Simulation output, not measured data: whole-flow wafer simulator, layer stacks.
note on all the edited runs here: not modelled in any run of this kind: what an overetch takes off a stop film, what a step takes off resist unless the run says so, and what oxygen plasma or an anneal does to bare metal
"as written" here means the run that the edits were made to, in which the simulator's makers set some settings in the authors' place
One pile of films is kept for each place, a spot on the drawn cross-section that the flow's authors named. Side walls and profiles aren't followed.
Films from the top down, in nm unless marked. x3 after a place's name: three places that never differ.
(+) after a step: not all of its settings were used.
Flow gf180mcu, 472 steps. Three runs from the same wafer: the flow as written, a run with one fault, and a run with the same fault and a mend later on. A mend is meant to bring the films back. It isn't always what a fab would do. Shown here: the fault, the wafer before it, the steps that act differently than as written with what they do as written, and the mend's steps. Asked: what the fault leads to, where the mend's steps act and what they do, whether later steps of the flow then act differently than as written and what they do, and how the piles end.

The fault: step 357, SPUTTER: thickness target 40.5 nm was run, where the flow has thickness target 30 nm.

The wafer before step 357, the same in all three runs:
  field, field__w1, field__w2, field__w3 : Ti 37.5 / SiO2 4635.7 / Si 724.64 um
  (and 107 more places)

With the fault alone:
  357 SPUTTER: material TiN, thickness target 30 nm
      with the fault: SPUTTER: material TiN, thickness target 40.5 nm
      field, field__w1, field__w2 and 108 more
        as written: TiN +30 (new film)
        with the fault: TiN +40.5 (new film)
  Later steps of the flow that act differently than as written:
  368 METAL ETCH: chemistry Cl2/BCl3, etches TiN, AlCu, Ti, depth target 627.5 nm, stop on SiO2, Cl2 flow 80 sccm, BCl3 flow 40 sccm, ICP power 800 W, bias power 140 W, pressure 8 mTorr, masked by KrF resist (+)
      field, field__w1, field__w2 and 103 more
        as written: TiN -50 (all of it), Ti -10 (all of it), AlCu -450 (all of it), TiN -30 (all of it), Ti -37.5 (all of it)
        with the fault: TiN -50 (all of it), Ti -10 (all of it), AlCu -450 (all of it), TiN -40.5 (all of it), Ti -37.5 (all of it)
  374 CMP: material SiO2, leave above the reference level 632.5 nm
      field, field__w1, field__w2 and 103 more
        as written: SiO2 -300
        with the fault: SiO2 -289.5
  At the end the piles differ from the flow's by more than 2% or 0.5 nm, whichever is larger, at field__w8, contact, m1, m1__w1, m1_nw.
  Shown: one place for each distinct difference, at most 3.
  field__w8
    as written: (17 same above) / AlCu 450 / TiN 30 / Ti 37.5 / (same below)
    with the fault: (17 same above) / AlCu 450 / TiN 40.5 / Ti 37.5 / (same below)
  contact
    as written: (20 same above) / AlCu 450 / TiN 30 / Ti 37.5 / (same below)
    with the fault: (20 same above) / AlCu 450 / TiN 40.5 / Ti 37.5 / (same below)

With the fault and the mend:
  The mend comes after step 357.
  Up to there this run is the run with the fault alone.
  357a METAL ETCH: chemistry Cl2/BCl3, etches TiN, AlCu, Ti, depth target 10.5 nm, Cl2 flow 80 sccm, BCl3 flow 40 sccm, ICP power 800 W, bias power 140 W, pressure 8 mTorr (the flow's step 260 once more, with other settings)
      field, field__w1, field__w2 and 108 more
        TiN -10.5
  No later step of the flow acts differently than as written at any place that is followed.
  At the end the piles are the same as the flow's at every place that both follow.
